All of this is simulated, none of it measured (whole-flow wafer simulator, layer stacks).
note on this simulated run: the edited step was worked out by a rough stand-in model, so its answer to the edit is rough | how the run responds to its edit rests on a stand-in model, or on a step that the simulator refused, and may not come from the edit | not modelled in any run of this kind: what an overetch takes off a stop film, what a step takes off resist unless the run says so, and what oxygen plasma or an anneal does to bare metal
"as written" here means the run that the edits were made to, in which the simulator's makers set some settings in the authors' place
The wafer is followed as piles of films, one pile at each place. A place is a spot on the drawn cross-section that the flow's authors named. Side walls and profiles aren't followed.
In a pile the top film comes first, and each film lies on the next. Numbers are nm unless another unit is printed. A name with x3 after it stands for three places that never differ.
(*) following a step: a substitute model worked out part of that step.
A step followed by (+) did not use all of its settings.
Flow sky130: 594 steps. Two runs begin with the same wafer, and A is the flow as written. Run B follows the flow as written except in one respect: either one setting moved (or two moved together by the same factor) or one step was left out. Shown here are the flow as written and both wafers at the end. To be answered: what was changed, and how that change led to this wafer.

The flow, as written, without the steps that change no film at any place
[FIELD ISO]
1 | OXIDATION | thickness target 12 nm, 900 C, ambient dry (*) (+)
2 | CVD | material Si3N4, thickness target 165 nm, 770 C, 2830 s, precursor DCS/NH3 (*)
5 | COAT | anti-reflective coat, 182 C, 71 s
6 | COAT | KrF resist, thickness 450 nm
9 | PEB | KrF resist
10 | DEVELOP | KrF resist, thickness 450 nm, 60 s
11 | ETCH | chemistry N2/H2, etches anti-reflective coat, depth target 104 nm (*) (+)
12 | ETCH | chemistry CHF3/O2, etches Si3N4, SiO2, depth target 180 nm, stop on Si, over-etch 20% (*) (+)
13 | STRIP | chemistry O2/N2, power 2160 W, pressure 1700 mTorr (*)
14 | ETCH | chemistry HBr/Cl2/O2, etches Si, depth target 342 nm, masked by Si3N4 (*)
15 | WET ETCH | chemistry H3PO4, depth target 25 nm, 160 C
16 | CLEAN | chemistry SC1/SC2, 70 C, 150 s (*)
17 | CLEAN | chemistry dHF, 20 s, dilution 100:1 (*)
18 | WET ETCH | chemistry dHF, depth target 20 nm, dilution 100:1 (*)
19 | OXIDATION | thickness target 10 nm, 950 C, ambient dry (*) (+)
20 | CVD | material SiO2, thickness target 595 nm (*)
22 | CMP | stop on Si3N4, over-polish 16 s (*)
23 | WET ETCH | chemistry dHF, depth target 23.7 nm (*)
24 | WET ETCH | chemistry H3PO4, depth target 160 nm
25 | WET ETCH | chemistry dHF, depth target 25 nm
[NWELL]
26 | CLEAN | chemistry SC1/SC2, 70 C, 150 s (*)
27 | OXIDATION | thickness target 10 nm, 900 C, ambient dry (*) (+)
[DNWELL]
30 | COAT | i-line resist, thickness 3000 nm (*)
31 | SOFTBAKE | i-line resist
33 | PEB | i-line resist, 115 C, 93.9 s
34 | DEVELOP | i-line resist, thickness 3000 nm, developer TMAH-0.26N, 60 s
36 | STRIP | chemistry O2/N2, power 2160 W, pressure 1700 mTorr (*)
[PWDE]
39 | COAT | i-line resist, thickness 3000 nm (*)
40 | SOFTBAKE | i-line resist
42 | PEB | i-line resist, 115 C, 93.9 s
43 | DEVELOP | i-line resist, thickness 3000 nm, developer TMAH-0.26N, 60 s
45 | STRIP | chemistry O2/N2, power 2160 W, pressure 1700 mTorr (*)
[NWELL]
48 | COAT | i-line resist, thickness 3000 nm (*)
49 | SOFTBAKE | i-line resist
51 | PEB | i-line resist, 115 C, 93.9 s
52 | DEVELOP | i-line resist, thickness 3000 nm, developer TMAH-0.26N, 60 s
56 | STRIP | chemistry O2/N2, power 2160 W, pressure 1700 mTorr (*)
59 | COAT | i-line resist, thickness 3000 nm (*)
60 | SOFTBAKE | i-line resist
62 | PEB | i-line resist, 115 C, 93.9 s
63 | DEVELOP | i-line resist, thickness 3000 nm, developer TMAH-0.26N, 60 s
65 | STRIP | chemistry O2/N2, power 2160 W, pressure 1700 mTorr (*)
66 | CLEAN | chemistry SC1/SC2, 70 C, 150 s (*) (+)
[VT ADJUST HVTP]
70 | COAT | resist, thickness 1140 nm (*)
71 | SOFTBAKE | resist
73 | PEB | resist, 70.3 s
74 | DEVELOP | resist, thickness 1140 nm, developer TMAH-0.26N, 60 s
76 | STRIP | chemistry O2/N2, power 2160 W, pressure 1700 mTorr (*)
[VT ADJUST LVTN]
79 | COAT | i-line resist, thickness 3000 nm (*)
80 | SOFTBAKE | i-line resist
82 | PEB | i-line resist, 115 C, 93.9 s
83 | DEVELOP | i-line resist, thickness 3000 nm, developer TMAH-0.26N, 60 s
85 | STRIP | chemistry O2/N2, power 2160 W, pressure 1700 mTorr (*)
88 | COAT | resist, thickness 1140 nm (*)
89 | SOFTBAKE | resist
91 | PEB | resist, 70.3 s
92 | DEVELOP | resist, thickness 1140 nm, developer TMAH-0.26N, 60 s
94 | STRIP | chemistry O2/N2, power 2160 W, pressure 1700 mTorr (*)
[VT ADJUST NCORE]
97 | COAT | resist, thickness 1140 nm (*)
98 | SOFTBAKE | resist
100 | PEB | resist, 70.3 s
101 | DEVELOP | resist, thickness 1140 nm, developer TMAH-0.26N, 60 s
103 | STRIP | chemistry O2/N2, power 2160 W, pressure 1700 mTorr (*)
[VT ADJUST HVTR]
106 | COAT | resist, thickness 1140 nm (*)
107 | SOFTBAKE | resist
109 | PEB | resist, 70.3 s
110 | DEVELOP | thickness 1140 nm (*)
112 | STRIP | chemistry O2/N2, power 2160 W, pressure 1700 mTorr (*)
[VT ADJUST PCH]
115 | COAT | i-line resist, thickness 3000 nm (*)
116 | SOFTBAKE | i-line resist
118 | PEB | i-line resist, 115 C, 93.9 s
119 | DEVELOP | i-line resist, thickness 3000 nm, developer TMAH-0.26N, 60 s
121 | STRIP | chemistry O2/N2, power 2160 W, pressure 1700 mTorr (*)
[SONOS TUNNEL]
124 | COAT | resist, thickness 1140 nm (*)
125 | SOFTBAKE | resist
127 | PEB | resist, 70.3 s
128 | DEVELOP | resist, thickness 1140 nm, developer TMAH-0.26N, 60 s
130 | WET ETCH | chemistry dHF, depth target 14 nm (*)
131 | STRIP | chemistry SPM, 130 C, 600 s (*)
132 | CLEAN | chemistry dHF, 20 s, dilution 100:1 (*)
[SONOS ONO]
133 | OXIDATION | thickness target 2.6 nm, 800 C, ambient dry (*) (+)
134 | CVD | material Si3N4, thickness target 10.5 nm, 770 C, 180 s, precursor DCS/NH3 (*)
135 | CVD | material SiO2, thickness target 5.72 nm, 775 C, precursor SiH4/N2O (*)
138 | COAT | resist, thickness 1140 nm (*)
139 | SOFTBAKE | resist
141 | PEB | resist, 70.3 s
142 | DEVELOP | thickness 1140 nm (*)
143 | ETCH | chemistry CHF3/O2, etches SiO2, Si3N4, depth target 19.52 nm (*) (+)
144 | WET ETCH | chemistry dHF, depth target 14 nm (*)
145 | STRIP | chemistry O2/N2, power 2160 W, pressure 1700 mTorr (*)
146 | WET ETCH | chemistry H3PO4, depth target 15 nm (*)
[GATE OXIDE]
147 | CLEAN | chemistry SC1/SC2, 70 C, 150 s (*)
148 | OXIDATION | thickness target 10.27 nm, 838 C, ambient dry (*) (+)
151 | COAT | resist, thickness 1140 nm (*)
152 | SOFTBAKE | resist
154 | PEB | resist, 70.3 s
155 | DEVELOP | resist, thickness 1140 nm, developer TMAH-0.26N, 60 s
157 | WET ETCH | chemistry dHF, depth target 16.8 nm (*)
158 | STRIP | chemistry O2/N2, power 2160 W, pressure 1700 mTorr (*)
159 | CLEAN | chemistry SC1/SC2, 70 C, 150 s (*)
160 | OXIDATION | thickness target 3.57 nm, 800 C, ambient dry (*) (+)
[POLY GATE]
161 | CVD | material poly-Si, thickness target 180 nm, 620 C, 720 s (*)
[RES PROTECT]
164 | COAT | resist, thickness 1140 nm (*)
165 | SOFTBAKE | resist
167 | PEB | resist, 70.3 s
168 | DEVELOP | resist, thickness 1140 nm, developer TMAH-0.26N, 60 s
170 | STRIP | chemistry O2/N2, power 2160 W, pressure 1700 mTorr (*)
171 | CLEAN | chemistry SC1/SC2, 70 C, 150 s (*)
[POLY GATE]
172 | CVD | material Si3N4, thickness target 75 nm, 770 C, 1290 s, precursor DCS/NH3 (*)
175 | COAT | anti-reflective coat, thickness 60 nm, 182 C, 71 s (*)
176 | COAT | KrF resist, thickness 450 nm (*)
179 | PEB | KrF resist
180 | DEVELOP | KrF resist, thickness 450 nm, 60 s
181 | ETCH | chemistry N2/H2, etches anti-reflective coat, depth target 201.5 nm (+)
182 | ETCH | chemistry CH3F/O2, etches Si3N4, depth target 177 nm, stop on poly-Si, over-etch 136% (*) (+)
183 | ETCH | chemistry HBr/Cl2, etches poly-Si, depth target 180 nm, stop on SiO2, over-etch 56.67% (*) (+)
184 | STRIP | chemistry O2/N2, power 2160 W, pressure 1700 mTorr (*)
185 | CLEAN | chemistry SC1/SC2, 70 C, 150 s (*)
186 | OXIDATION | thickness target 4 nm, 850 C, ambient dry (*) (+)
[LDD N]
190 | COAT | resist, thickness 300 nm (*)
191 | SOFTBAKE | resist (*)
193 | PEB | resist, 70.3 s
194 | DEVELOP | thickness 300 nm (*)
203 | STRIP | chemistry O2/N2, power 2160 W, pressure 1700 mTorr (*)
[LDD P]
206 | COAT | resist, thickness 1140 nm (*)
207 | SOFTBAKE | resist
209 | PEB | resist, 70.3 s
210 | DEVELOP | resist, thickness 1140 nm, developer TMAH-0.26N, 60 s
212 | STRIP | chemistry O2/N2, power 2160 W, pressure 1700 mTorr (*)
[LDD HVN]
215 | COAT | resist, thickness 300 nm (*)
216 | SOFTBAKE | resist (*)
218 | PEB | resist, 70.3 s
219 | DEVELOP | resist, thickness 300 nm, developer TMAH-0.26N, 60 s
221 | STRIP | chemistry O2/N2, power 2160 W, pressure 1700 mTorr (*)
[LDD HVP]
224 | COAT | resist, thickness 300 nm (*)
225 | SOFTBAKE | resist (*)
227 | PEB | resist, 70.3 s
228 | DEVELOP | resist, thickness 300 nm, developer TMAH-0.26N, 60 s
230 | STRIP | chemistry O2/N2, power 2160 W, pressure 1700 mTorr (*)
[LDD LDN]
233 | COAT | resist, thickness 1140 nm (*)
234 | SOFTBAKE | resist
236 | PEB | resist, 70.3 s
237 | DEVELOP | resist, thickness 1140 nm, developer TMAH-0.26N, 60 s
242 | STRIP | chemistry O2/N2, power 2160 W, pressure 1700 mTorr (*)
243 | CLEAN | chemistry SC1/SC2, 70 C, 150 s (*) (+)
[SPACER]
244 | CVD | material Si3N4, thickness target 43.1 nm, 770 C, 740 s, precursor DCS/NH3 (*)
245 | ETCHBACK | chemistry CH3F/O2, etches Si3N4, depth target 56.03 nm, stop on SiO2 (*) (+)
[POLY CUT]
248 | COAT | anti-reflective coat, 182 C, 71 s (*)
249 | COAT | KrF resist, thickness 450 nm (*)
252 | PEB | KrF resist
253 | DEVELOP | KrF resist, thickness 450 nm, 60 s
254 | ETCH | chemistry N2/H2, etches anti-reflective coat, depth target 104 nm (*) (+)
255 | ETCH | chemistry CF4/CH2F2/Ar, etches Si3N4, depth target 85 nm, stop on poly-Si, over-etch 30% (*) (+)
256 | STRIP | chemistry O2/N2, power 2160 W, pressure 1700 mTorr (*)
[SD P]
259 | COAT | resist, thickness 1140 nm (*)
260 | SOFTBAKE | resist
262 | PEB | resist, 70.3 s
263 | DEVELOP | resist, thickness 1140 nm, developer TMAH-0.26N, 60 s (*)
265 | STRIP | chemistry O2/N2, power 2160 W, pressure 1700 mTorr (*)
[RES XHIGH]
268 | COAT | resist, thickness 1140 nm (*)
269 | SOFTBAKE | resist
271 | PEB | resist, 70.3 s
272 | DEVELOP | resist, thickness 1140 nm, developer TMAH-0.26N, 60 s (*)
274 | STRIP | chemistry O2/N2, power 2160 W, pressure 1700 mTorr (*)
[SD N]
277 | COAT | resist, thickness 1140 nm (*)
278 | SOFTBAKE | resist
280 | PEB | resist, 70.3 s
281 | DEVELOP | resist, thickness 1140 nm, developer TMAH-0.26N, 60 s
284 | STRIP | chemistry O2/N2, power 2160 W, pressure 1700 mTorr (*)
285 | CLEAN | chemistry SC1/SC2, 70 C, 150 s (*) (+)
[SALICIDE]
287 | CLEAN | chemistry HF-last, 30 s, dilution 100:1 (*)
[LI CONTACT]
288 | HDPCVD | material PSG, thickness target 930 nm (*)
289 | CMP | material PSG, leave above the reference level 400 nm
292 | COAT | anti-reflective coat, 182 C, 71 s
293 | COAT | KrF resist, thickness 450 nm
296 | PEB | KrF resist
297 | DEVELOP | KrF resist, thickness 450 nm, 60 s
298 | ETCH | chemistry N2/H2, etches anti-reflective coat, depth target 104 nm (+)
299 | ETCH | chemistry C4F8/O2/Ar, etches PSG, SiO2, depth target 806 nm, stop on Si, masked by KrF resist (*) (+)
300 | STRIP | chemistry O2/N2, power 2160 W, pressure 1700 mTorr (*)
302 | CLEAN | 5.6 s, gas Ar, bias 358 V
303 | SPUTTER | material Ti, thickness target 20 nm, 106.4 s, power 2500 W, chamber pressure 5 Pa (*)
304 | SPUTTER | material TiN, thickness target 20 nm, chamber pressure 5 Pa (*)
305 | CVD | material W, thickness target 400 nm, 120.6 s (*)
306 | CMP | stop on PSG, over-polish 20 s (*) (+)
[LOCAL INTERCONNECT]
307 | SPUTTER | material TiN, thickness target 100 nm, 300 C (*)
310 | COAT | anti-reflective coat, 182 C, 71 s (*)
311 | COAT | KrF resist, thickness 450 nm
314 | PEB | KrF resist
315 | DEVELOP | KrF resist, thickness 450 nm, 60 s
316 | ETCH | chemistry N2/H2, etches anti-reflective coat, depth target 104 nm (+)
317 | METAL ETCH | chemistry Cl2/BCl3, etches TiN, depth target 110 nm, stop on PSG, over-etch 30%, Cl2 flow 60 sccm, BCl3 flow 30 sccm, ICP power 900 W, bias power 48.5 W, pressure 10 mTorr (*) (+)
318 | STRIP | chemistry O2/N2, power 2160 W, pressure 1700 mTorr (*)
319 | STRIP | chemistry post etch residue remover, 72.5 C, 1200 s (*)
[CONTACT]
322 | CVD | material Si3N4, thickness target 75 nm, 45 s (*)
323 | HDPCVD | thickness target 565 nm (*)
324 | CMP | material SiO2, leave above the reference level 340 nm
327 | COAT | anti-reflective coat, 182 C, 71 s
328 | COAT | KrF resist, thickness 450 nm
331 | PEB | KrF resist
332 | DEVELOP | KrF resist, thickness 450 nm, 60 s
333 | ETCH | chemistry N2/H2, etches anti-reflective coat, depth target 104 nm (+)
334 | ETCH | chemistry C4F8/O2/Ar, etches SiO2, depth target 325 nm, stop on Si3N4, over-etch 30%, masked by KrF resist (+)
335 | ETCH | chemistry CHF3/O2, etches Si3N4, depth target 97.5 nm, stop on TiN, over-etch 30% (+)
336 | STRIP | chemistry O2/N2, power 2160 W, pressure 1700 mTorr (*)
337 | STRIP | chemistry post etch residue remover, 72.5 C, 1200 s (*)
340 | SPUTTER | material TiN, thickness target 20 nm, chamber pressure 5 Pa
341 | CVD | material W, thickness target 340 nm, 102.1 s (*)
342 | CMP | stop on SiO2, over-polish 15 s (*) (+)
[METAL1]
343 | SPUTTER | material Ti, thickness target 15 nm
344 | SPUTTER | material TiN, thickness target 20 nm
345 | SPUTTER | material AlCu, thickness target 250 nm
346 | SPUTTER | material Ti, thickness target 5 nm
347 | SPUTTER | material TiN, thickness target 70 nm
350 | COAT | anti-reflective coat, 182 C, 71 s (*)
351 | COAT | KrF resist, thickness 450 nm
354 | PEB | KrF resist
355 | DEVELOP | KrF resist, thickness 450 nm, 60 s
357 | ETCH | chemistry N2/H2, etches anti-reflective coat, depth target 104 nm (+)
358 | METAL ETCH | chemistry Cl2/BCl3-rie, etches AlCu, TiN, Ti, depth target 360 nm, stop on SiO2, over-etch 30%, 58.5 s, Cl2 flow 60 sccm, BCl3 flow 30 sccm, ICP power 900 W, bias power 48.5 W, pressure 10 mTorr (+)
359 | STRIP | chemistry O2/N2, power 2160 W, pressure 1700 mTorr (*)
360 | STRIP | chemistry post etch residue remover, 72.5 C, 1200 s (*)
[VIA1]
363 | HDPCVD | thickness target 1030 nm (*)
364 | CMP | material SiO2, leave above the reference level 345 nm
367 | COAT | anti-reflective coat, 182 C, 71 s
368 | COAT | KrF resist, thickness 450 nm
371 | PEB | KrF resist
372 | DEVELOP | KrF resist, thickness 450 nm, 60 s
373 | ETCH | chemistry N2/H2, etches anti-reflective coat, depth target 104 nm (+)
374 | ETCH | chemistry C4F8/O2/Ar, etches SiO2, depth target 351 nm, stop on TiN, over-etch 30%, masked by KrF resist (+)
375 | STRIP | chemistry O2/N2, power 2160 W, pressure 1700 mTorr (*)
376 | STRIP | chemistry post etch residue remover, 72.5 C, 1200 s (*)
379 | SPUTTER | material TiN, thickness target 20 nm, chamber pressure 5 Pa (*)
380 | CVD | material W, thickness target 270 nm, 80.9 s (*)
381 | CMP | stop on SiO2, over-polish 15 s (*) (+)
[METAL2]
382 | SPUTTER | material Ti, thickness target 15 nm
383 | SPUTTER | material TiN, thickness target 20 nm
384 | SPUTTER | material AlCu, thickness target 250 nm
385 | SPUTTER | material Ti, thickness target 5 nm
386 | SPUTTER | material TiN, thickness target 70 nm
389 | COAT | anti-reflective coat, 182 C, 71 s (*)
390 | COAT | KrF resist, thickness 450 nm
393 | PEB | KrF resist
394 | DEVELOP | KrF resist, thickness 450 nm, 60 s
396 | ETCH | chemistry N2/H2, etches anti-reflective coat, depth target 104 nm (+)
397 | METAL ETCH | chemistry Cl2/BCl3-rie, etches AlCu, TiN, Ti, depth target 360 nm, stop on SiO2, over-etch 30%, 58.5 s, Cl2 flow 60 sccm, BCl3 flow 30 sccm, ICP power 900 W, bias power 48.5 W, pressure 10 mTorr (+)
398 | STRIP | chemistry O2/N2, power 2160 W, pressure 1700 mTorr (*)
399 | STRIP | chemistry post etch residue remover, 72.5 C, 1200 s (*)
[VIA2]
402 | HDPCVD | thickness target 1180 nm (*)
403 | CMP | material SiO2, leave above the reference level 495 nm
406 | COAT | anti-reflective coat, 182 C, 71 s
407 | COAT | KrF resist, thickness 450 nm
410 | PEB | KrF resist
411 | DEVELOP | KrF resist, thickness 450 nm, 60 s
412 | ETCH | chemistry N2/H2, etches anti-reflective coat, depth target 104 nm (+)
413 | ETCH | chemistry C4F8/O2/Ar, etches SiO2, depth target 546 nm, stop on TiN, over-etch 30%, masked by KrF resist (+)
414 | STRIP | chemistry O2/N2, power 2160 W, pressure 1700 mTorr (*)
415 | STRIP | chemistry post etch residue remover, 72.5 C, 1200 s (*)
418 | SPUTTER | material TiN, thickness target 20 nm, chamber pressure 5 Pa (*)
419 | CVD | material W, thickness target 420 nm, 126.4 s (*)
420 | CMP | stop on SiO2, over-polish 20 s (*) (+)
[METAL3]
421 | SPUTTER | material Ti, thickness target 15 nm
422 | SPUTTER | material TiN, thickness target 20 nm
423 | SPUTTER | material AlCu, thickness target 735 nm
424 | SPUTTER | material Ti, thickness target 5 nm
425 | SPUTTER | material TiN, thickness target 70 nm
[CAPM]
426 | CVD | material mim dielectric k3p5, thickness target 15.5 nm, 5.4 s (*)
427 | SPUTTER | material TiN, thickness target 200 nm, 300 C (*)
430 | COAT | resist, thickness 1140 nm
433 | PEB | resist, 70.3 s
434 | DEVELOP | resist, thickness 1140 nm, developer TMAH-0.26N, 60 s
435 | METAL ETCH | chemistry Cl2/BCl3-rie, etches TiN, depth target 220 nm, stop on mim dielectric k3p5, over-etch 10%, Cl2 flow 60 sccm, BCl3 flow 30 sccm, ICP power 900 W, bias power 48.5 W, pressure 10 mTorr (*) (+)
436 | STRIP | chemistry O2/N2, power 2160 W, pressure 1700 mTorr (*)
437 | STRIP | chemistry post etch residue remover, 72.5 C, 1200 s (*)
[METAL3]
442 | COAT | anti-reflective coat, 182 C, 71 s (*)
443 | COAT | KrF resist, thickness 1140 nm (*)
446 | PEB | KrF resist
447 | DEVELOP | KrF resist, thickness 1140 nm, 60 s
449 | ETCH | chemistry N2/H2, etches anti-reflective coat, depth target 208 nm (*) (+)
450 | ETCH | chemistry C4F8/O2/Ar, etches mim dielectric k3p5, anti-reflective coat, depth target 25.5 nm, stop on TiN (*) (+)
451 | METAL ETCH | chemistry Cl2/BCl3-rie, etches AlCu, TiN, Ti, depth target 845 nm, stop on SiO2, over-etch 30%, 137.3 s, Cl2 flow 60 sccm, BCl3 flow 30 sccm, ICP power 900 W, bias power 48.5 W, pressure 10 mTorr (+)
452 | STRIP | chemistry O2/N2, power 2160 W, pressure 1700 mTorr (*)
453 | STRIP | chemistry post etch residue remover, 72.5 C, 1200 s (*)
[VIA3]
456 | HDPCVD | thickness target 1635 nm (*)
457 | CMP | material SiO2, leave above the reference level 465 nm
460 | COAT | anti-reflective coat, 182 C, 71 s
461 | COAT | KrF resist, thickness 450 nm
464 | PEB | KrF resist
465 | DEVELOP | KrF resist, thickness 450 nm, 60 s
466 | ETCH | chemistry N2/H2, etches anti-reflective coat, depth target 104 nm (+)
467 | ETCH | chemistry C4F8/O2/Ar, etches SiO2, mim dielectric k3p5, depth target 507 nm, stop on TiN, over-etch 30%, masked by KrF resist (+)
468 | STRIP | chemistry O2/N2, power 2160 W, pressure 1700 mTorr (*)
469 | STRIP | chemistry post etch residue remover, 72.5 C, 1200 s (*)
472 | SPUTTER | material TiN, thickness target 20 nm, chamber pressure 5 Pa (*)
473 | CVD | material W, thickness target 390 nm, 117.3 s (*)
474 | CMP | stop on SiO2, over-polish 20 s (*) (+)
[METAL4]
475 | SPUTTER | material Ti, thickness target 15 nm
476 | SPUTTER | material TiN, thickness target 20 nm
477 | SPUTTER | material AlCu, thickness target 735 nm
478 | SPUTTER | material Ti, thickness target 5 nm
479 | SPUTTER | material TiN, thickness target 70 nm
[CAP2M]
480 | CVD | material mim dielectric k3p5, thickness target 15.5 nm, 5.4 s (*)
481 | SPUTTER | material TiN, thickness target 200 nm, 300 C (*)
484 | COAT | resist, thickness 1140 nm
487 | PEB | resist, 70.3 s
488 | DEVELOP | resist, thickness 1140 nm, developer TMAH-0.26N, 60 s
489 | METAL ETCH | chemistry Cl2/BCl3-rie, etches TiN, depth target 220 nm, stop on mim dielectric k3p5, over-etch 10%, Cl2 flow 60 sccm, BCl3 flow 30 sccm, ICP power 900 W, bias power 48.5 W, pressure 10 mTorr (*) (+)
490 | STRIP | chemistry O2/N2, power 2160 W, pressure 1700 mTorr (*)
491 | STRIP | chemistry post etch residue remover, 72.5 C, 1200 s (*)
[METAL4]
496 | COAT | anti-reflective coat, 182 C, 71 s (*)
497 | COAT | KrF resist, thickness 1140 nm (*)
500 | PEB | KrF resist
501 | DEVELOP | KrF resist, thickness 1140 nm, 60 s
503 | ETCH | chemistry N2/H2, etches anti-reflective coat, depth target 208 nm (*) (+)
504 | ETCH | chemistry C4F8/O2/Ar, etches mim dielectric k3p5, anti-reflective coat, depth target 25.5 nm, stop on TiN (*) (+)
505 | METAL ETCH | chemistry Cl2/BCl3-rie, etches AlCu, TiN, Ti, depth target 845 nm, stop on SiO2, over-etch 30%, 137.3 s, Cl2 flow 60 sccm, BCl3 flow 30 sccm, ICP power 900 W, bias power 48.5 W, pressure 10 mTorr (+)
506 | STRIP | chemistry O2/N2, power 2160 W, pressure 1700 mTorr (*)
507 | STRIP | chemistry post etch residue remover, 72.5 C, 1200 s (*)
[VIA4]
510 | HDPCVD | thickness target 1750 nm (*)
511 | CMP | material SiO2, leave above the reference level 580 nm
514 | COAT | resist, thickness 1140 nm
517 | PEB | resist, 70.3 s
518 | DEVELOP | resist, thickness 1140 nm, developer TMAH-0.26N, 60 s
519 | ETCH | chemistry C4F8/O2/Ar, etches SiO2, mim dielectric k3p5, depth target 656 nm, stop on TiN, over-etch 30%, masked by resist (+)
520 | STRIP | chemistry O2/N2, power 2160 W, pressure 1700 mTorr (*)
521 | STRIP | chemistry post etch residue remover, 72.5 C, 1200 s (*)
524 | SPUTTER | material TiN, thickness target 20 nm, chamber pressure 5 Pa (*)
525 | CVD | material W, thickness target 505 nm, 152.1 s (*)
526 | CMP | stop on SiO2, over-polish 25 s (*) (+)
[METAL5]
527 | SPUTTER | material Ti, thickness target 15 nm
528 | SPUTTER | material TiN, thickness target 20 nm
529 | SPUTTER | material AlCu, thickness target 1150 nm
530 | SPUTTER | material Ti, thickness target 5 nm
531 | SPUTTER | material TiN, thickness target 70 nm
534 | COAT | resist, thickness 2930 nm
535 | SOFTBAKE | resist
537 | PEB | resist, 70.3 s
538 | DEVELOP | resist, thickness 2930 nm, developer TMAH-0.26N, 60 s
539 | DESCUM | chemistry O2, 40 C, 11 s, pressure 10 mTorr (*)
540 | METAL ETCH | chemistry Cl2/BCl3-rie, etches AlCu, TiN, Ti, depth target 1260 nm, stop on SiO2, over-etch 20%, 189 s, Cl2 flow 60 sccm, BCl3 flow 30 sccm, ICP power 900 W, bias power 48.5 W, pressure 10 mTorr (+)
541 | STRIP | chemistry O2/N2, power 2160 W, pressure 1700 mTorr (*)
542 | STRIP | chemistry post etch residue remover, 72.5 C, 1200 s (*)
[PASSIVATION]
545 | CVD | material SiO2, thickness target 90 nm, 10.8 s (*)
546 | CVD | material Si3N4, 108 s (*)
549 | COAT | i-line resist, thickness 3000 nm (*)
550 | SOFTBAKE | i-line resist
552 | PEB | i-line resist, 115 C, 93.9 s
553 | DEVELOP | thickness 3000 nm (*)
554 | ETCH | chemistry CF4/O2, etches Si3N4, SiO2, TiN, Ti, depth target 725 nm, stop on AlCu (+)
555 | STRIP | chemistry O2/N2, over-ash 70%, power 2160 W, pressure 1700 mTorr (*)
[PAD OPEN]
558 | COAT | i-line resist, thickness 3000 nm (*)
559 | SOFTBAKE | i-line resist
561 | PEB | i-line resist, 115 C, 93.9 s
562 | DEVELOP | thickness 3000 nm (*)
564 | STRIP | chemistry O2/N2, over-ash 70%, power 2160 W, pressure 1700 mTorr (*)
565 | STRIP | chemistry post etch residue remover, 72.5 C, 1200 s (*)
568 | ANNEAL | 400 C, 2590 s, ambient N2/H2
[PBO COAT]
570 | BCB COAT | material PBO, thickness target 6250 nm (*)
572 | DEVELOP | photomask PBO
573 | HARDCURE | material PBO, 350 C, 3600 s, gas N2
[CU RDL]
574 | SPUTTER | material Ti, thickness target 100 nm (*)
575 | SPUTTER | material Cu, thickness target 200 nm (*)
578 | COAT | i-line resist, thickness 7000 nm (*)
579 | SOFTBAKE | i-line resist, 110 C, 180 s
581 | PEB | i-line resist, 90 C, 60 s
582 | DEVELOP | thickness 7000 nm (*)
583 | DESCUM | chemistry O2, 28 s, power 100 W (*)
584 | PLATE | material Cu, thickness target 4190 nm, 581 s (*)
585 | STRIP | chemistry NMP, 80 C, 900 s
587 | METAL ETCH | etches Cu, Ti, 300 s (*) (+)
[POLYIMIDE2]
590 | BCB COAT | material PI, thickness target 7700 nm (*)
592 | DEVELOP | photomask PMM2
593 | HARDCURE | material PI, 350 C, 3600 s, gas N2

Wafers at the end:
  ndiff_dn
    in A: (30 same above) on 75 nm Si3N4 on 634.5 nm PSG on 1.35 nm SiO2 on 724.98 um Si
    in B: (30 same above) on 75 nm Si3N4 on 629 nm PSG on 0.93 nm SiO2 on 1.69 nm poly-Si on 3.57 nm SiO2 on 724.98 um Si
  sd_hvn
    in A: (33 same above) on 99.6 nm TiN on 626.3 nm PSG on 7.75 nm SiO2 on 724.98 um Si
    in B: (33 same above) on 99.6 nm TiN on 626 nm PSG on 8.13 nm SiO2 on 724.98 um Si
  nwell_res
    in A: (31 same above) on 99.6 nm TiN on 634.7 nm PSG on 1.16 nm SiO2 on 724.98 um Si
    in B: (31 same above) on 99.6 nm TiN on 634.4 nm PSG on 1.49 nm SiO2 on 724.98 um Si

Cause: step 183, ETCH: depth target 135 nm was run, whereas the flow has depth target 180 nm.

Step by step, how the change led to this:
  183 | ETCH | chemistry HBr/Cl2, etches poly-Si, depth target 180 nm, stop on SiO2, over-etch 56.67% (*) (+)
      ndiff_dn: A -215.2 poly-Si (all of it), -0.33 SiO2 | B -211.5 poly-Si
      n_well, gate, gate_hv and 74 more: A -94 KrF resist | B -70.5 KrF resist
  184 | STRIP | chemistry O2/N2, power 2160 W, pressure 1700 mTorr (*)
      ndiff_dn: A nothing | B +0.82 chemical SiO2 (new film), -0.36 poly-Si
      dice_street, grade_field_poly: A -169 KrF resist (all of it), -60 anti-reflective coat (all of it) | B -192.5 KrF resist (all of it), -60 anti-reflective coat (all of it)
      (as well as at 75 more places)
  186 | OXIDATION | thickness target 4 nm, 850 C, ambient dry (*) (+)
      ndiff_dn: A +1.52 SiO2, -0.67 Si | B +4 SiO2 (new film), -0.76 chemical SiO2 (all of it), -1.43 poly-Si
  248 | COAT | anti-reflective coat, 182 C, 71 s (*)
      ndiff_dn: A +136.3 anti-reflective coat (new film) | B +133.3 anti-reflective coat (new film)
      iso_guard_nsd: A +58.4 anti-reflective coat (new film) | B +61 anti-reflective coat (new film)
  256 | STRIP | chemistry O2/N2, power 2160 W, pressure 1700 mTorr (*)
      ndiff_dn: A -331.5 KrF resist (all of it), -136.3 anti-reflective coat (all of it) | B -331.7 KrF resist (all of it), -133.3 anti-reflective coat (all of it)
      iso_guard_nsd: A -361.7 KrF resist (all of it), -58.4 anti-reflective coat (all of it) | B -361.5 KrF resist (all of it), -61 anti-reflective coat (all of it)
